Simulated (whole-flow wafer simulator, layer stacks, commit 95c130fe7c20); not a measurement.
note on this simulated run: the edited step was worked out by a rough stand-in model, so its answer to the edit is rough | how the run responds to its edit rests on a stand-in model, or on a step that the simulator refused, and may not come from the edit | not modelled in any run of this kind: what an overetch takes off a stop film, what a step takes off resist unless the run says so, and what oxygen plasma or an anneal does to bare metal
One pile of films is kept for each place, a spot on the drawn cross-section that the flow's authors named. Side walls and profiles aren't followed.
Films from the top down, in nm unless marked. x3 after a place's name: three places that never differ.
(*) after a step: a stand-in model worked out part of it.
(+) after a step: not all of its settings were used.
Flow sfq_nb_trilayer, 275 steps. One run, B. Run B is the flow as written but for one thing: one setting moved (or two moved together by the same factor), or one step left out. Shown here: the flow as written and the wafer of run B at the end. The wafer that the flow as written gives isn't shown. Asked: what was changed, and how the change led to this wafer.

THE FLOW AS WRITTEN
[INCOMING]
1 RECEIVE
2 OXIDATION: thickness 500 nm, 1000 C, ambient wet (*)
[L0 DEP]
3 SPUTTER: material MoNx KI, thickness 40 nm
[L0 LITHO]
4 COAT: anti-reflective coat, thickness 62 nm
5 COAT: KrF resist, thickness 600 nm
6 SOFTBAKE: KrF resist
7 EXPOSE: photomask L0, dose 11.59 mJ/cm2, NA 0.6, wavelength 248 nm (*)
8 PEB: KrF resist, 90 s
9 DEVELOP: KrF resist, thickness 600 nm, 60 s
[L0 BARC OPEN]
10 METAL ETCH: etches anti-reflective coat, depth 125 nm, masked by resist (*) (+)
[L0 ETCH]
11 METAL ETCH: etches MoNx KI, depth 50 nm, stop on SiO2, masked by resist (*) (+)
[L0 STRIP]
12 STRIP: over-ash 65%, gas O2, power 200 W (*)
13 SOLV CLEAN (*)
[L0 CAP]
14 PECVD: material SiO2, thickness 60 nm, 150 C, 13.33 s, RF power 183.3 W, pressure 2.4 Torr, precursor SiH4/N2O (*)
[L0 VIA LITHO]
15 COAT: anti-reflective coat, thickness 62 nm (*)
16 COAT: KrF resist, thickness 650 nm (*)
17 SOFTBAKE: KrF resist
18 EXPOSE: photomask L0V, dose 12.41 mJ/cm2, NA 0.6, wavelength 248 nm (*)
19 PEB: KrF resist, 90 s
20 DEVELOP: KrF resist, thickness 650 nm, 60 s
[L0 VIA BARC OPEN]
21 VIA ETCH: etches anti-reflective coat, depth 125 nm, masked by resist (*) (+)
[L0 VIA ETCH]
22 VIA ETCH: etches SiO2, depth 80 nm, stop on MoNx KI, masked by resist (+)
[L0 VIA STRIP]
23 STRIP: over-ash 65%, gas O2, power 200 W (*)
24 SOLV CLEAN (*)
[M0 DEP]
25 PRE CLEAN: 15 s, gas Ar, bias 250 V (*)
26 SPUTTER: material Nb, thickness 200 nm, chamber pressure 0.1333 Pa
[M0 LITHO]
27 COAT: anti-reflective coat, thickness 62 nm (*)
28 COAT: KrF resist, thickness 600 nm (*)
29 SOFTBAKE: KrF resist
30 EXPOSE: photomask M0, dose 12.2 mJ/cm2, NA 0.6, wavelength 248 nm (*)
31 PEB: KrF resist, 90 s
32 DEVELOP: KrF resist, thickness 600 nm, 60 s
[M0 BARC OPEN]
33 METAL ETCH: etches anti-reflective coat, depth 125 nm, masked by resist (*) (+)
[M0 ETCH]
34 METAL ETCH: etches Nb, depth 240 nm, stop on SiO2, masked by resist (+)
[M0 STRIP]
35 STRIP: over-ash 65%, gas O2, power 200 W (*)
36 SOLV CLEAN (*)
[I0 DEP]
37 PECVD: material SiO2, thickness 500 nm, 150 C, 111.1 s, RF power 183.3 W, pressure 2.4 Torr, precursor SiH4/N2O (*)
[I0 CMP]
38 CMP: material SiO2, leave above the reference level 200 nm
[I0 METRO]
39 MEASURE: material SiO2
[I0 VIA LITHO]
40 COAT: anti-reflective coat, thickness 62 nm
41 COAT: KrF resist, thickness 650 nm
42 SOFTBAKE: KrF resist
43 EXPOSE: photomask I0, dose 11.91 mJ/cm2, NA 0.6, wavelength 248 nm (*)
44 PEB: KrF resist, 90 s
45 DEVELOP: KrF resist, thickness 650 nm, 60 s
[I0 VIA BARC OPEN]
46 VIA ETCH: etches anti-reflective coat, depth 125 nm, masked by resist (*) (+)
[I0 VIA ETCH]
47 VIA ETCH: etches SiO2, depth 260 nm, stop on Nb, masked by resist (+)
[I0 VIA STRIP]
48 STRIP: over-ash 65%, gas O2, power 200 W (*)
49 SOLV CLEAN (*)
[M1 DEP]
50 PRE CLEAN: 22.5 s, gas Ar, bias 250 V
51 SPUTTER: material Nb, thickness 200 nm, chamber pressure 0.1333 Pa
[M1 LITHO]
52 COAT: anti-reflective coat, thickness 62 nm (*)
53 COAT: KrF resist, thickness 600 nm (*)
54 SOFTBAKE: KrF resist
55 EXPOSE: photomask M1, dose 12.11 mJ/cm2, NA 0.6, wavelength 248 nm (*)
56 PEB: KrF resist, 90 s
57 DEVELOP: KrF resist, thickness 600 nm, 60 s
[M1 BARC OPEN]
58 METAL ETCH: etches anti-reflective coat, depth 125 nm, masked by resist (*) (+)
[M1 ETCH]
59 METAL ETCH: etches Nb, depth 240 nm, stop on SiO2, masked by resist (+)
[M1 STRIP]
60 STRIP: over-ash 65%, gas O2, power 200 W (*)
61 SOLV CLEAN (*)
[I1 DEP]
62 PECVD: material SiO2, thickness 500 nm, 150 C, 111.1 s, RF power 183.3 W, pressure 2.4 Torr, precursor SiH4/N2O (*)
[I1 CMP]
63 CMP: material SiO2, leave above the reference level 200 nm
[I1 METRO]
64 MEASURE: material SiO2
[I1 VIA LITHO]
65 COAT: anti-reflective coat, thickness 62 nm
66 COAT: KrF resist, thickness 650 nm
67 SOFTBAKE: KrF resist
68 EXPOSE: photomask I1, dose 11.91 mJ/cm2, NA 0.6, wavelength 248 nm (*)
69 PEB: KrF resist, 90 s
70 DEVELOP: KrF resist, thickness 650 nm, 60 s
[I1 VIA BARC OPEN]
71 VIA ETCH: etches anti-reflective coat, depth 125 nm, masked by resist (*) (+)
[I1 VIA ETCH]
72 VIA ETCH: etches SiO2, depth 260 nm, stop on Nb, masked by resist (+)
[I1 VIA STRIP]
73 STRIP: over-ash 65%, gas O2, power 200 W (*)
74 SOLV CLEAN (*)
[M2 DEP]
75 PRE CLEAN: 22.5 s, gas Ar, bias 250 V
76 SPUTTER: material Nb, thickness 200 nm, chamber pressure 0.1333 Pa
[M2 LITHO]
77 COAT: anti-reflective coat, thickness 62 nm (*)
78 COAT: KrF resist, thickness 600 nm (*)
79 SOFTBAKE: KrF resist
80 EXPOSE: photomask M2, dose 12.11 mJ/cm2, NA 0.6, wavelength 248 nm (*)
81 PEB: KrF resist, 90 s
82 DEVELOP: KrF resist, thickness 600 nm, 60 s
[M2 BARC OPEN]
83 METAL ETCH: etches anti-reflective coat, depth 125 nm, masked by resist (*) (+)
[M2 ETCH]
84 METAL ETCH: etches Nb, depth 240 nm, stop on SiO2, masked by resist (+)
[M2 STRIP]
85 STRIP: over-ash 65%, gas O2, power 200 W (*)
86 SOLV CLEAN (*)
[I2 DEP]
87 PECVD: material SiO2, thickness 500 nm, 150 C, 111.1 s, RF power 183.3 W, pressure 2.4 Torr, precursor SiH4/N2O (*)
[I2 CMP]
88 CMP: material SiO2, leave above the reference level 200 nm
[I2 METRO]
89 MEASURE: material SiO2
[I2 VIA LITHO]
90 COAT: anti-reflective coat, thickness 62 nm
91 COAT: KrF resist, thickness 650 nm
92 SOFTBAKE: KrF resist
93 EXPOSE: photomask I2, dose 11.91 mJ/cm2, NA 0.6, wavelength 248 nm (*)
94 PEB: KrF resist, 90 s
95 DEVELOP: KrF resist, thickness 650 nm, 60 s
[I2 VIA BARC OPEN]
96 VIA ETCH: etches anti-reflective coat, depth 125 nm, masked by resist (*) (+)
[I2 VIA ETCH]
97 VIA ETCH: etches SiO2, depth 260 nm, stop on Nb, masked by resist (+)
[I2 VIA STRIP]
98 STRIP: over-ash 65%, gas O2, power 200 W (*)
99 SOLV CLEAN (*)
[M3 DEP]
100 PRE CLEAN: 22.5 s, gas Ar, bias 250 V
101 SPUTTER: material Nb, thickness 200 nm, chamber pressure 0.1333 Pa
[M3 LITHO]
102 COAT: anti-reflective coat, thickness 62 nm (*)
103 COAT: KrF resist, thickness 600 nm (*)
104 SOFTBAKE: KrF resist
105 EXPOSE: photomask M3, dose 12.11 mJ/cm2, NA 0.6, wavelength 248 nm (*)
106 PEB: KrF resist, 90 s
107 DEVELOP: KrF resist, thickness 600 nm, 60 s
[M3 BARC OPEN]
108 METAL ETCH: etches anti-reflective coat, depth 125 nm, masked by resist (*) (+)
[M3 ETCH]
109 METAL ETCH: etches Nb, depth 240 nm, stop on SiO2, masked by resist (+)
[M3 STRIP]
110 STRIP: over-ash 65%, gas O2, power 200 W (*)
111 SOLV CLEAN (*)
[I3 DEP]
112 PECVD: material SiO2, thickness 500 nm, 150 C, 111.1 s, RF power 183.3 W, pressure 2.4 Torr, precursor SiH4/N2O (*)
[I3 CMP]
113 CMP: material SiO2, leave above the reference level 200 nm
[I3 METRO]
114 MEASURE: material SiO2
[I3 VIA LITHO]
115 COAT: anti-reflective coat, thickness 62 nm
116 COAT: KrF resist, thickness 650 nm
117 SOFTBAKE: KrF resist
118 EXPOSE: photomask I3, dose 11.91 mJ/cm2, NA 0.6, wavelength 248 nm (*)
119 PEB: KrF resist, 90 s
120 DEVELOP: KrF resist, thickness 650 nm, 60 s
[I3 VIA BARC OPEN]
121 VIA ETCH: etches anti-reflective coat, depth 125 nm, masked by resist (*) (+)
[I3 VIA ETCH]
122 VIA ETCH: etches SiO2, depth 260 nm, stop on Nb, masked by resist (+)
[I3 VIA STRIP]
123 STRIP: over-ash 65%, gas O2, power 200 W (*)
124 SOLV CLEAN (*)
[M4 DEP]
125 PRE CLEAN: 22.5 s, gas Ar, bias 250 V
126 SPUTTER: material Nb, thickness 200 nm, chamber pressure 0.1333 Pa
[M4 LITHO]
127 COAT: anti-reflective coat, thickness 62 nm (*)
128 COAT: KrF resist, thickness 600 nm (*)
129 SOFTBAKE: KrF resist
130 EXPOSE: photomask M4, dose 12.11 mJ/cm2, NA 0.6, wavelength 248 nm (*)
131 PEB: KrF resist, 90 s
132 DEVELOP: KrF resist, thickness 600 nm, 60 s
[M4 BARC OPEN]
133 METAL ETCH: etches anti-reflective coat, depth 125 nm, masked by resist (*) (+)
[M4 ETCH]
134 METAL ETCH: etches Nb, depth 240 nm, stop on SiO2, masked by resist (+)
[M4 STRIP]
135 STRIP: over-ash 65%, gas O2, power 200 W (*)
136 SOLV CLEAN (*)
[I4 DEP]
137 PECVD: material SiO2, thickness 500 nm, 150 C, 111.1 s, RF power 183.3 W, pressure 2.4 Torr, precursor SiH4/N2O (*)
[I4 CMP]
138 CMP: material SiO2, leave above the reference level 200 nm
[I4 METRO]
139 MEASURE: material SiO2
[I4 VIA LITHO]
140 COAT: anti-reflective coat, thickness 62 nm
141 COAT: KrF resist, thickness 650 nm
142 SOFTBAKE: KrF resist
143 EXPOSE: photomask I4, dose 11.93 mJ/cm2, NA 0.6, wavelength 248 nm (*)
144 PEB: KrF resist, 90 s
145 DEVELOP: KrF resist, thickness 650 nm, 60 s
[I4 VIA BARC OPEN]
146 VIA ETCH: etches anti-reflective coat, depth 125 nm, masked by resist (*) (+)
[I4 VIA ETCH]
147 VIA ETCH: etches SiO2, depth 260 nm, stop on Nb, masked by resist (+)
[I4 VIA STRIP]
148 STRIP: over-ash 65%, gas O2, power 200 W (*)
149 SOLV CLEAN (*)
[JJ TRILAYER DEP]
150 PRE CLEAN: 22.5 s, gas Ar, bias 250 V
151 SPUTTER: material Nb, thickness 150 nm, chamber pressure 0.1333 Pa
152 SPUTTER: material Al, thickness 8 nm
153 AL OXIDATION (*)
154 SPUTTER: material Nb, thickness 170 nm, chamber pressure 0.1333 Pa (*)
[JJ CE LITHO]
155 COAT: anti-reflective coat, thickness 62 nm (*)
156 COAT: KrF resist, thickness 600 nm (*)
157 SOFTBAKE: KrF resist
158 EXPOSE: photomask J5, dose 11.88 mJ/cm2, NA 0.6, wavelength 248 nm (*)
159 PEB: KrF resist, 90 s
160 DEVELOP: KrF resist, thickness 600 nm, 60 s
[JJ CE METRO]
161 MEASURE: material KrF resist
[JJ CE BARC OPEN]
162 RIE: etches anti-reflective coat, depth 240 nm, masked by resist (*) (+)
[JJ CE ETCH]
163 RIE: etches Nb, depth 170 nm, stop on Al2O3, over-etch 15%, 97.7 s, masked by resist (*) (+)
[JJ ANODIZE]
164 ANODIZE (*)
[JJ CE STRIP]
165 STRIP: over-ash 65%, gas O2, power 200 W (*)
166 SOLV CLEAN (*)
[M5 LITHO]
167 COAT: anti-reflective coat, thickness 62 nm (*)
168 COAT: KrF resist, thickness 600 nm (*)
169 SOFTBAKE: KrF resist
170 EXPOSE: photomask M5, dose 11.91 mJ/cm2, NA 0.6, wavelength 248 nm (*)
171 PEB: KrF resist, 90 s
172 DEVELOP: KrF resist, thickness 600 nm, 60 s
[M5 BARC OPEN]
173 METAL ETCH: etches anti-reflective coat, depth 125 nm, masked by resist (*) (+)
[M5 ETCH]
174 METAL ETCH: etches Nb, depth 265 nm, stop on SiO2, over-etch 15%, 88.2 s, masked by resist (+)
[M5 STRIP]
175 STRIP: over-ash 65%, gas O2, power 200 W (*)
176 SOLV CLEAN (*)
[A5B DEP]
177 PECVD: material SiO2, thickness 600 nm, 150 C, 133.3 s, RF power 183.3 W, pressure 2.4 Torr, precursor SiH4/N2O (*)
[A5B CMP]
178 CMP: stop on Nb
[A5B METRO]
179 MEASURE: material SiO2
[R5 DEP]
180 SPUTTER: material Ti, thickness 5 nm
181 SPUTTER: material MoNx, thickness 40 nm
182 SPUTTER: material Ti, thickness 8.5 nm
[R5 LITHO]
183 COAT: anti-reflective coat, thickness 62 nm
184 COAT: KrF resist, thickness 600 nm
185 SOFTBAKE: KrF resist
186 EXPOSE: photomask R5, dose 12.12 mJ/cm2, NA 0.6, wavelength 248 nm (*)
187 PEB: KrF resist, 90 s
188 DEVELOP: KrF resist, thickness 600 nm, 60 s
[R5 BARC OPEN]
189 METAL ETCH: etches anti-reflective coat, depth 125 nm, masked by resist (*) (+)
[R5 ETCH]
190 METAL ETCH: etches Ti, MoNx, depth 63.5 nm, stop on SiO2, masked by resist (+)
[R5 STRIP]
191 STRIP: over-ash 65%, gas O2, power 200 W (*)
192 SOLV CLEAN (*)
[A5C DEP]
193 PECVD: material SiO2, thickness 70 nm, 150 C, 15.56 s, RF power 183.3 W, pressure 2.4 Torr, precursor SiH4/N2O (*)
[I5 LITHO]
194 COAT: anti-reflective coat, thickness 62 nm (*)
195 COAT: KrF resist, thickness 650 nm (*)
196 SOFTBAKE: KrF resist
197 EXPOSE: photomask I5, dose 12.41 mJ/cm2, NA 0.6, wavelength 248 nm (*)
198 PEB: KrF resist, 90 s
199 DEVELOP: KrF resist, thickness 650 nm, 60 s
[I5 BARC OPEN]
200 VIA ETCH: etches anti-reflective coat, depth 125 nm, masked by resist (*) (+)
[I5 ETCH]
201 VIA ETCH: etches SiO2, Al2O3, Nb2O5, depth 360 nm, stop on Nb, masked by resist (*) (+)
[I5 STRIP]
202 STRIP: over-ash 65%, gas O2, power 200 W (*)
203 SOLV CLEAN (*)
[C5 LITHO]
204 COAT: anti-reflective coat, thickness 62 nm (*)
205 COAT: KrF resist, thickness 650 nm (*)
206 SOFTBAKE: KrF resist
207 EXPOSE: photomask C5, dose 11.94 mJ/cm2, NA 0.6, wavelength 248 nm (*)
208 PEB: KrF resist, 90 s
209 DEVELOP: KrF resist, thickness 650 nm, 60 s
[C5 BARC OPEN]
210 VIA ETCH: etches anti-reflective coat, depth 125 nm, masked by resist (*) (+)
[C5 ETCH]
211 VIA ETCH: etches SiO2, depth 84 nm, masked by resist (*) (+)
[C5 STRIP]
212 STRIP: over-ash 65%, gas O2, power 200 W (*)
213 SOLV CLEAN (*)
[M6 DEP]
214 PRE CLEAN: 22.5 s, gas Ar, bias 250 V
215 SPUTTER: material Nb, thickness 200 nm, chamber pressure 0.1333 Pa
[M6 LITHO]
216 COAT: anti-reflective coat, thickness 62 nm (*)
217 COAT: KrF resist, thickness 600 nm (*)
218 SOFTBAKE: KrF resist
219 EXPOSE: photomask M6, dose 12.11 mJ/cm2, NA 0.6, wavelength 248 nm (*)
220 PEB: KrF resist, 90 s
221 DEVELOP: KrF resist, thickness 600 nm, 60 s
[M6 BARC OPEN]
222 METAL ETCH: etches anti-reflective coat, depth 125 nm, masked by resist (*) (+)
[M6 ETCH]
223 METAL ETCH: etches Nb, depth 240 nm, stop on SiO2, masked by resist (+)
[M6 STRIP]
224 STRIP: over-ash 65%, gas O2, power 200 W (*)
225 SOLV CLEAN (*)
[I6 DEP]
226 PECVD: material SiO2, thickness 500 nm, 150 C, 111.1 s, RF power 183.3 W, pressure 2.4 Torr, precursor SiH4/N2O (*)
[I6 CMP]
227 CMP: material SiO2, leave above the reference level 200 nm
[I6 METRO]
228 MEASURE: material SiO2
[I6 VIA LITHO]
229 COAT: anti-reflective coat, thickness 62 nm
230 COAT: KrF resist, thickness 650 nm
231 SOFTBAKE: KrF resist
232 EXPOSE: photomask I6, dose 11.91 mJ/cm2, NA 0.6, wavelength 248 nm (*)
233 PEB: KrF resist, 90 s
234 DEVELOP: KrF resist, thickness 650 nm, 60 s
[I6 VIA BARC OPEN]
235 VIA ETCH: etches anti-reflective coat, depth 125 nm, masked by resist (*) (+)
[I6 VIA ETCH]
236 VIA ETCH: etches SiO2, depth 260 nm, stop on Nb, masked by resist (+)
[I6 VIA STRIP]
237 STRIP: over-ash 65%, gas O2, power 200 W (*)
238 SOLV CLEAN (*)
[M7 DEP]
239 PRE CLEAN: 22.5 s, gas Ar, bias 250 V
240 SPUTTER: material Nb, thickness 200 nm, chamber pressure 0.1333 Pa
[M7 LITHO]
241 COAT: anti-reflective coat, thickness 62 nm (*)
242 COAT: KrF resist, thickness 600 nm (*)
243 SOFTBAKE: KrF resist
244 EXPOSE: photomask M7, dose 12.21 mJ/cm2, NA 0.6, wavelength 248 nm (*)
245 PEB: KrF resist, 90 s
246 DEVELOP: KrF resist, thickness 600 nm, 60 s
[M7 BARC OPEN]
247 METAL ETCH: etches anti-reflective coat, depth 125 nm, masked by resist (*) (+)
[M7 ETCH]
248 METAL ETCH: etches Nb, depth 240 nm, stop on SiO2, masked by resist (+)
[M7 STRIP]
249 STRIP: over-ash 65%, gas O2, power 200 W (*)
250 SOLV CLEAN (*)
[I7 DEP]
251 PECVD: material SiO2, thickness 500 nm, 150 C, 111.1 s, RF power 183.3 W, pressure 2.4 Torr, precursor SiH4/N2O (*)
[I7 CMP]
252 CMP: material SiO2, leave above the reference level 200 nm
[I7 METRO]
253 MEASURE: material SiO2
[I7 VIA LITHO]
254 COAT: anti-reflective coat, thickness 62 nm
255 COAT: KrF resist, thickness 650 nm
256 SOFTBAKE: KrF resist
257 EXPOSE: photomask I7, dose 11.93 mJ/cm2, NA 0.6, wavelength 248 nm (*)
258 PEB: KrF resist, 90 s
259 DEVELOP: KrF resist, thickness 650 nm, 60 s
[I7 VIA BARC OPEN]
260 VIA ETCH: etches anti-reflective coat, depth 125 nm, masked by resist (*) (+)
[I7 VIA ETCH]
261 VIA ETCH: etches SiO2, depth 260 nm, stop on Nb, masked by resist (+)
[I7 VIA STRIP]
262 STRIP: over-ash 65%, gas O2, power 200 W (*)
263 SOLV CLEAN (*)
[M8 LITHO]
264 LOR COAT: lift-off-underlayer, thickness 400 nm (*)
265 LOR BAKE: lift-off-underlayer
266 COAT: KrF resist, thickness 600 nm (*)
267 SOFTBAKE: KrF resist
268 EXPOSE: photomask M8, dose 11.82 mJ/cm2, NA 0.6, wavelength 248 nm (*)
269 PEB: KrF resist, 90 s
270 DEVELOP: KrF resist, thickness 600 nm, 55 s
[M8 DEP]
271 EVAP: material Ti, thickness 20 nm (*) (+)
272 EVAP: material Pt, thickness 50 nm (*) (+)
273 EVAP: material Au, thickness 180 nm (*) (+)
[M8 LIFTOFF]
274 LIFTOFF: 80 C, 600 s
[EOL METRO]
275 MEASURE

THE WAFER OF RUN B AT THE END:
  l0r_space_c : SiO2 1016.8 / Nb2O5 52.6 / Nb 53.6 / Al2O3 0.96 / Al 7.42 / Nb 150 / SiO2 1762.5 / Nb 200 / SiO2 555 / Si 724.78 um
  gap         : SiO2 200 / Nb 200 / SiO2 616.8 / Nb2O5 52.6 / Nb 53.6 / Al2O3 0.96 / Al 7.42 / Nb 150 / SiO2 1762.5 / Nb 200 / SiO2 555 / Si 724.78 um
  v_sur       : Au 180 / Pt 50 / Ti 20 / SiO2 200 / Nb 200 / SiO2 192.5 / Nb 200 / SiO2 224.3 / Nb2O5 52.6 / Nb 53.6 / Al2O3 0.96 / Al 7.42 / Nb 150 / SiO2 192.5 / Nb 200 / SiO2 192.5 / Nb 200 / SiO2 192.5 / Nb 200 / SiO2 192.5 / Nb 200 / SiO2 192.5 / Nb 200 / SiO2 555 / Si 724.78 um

The cause: step 154, SPUTTER: thickness 268 nm was run, where the flow has thickness 170 nm.

How the change led to this, step by step:
  154 SPUTTER: material Nb, thickness 170 nm, chamber pressure 0.1333 Pa (*)
      field_l, v_sur, via_sp and 100 more: Nb +268 (new film) (as written it would be: Nb +170 (new film))
      via_wl, via_wr: Nb +222.7 (new film) (as written it would be: Nb +140.7 (new film))
      (and at 1 more place)
  155 COAT: anti-reflective coat, thickness 62 nm (*)
      via_wl, via_wr: anti-reflective coat +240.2 (new film) (as written it would be: anti-reflective coat +209.4 (new film))
      via_w: anti-reflective coat +107.8 (new film) (as written it would be: anti-reflective coat +97.4 (new film))
  156 COAT: KrF resist, thickness 600 nm (*)
      via_wl: KrF resist +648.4 (new film) (as written it would be: KrF resist +663 (new film))
      via_wr: KrF resist +648.6 (new film) (as written it would be: KrF resist +663.2 (new film))
  160 DEVELOP: KrF resist, thickness 600 nm, 60 s
      via_wl: KrF resist -647 (all of it) (as written it would be: KrF resist -661.6 (all of it))
      via_wr: KrF resist -647.2 (all of it) (as written it would be: KrF resist -661.8 (all of it))
  162 RIE: etches anti-reflective coat, depth 240 nm, masked by resist (*) (+)
      ce_l, c5j, ce_r, wl_jj: KrF resist -240 (as written it would be: KrF resist -209.4)
      via_wl, via_wr: anti-reflective coat -240.2 (all of it) (as written it would be: anti-reflective coat -209.4 (all of it))
      (and at 1 more place)
  163 RIE: etches Nb, depth 170 nm, stop on Al2O3, over-etch 15%, 97.7 s, masked by resist (*) (+)
      field_l, v_sur, via_sp and 96 more: Nb -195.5 (as written it would be: Nb -170 (all of it), Al2O3 -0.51)
      via_wl, via_wr: Nb -195.5 (as written it would be: Nb -140.7 (all of it), Al2O3 -0.96 (all of it))
      (and at 1 more place)
  164 ANODIZE (*)
      field_l, v_sur, via_sp and 96 more: Nb2O5 +52.6 (new film), Nb -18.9 (as written it would be: Al2O3 +12.2, Nb2O5 +29.9 (new film), Al -7.42 (all of it), Nb -10.8)
      via_wl, via_wr: Nb2O5 +52.6 (new film), Nb -18.9 (as written it would be: Al2O3 +7.52 (new film), Nb2O5 +39.2 (new film), Al -4.56 (all of it), Nb -14.1)
      (and at 1 more place)
  165 STRIP: over-ash 65%, gas O2, power 200 W (*)
      ce_l: KrF resist -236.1 (all of it), anti-reflective coat -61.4 (all of it) (as written it would be: KrF resist -266.8 (all of it), anti-reflective coat -61.4 (all of it))
      c5j: KrF resist -236.2 (all of it), anti-reflective coat -61.5 (all of it) (as written it would be: KrF resist -266.9 (all of it), anti-reflective coat -61.5 (all of it))
      (and at 2 more places)
  167 COAT: anti-reflective coat, thickness 62 nm (*)
      wl_j_sl, wl_j_sr: anti-reflective coat +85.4 (new film) (as written it would be: anti-reflective coat +83.3 (new film))
      via_wl: anti-reflective coat +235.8 (new film) (as written it would be: anti-reflective coat +170.5 (new film))
      (and at 8 more places)
  168 COAT: KrF resist, thickness 600 nm (*)
      via_wl: KrF resist +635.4 (new film) (as written it would be: KrF resist +656 (new film))
      via_w: KrF resist +754.8 (new film) (as written it would be: KrF resist +732.6 (new film))
      (and at 1 more place)
  174 METAL ETCH: etches Nb, depth 265 nm, stop on SiO2, over-etch 15%, 88.2 s, masked by resist (+)
      field_l, r_sur, res and 50 more: Nb2O5 -52.6 (all of it), Nb -53.6 (all of it), Al2O3 -0.96 (all of it), Al -7.42 (all of it), Nb -150 (all of it) (as written it would be: Al2O3 -12.6 (all of it), Nb2O5 -29.9 (all of it), Nb -139.2 (all of it), SiO2 -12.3)
  175 STRIP: over-ash 65%, gas O2, power 200 W (*)
      via_wl: KrF resist -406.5 (all of it), anti-reflective coat -235.8 (all of it) (as written it would be: KrF resist -427 (all of it), anti-reflective coat -170.5 (all of it))
      via_w: KrF resist -525.6 (all of it), anti-reflective coat -102 (all of it) (as written it would be: KrF resist -503.5 (all of it), anti-reflective coat -84.1 (all of it))
      (and at 9 more places)
  177 PECVD: material SiO2, thickness 600 nm, 150 C, 133.3 s, RF power 183.3 W, pressure 2.4 Torr, precursor SiH4/N2O (*)
      via_wl, via_wr: SiO2 +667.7 (new film) (as written it would be: SiO2 +600 (new film))
      via_w: SiO2 +665.2 (new film) (as written it would be: SiO2 +600 (new film))
  178 CMP: stop on Nb
      v_sur, via_sp, via_v and 43 more: SiO2 -438.2 (as written it would be: SiO2 -453.5)
      field_l, p4_fl, p4_fm and 39 more: SiO2 -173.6 (as written it would be: SiO2 -259.3)
      (and at 11 more places)
  201 VIA ETCH: etches SiO2, Al2O3, Nb2O5, depth 360 nm, stop on Nb, masked by resist (*) (+)
      be: SiO2 -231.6 (all of it), Nb2O5 -52.6 (all of it) (as written it would be: SiO2 -216.4 (all of it), Al2O3 -12.7 (all of it), Nb2O5 -29.9 (all of it))
  204 COAT: anti-reflective coat, thickness 62 nm (*)
      be: anti-reflective coat +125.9 (new film) (as written it would be: anti-reflective coat +122.2 (new film))
  ... 6 more steps ...
  226 PECVD: material SiO2, thickness 500 nm, 150 C, 111.1 s, RF power 183.3 W, pressure 2.4 Torr, precursor SiH4/N2O (*)
      be: SiO2 +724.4 (new film) (as written it would be: SiO2 +693.5 (new film))
Counting metal films that touch as one body, l0r_space_c has 3 bodies (between them, from the top down: Al2O3 0.96; SiO2 1762.5); the flow as written gives 2 bodies (between them, from the top down: SiO2 1762.5).
Counting metal films that touch as one body, gap has 4 bodies (between them, from the top down: SiO2 616.8 / Nb2O5 52.6; Al2O3 0.96; SiO2 1762.5); the flow as written gives 3 bodies (between them, from the top down: SiO2 601.5 / Al2O3 12.7 / Nb2O5 29.9; SiO2 1762.5).
Counting metal films that touch as one body, v_sur has 10 bodies (between them, from the top down: SiO2 200; SiO2 192.5; SiO2 224.3 / Nb2O5 52.6; Al2O3 0.96; SiO2 192.5; SiO2 192.5; SiO2 192.5; SiO2 192.5; SiO2 192.5); the flow as written gives 9 bodies (between them, from the top down: SiO2 200; SiO2 192.5; SiO2 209 / Al2O3 12.7 / Nb2O5 29.9; SiO2 192.5; SiO2 192.5; SiO2 192.5; SiO2 192.5; SiO2 192.5).
